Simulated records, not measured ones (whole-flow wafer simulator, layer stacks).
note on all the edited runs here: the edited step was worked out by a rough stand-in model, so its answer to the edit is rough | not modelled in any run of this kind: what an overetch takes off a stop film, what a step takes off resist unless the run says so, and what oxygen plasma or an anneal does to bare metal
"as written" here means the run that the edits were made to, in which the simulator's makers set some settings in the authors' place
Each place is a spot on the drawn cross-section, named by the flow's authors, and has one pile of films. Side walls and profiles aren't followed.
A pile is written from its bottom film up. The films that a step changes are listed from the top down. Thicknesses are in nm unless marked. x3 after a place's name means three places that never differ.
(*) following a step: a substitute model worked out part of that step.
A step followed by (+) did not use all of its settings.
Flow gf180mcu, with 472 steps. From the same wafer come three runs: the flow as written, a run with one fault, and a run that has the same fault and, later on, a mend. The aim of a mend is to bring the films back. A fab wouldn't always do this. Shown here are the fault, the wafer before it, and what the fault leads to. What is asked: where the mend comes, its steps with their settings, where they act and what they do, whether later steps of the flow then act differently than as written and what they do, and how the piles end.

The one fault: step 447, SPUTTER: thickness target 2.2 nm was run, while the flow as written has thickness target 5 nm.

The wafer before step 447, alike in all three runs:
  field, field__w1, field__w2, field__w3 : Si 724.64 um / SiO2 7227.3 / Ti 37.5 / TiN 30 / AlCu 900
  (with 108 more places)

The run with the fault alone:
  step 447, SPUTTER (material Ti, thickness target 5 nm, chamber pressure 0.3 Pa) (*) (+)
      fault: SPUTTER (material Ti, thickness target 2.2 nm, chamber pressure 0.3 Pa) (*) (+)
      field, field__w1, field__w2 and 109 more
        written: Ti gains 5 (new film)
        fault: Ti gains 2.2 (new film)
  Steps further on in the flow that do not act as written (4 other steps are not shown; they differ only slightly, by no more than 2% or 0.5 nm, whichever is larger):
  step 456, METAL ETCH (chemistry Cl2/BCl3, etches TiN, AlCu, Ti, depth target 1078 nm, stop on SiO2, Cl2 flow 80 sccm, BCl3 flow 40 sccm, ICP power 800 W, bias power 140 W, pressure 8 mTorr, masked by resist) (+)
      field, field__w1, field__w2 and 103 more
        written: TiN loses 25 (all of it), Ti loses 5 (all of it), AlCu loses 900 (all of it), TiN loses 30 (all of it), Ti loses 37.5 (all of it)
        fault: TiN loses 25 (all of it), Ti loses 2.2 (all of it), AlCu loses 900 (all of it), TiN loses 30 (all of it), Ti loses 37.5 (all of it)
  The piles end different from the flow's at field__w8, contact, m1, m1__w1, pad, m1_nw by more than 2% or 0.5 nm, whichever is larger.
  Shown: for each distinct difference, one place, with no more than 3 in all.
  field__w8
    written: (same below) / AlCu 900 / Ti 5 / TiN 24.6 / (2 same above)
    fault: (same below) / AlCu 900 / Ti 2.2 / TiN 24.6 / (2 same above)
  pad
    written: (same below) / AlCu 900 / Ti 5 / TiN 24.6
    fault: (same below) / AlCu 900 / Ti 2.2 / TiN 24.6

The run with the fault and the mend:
  After step 447 comes the mend.
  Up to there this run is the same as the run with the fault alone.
  step 447a, SPUTTER (material Ti, thickness target 2.8 nm, chamber pressure 0.3 Pa) (*) (+) (a further turn of the flow's step 447, with different settings)
      field, field__w1, field__w2 and 109 more
        Ti gains 2.8
  Later steps of the flow that are run all act as written at every place that is followed.
  The piles end the same as the flow's at every place that both follow.
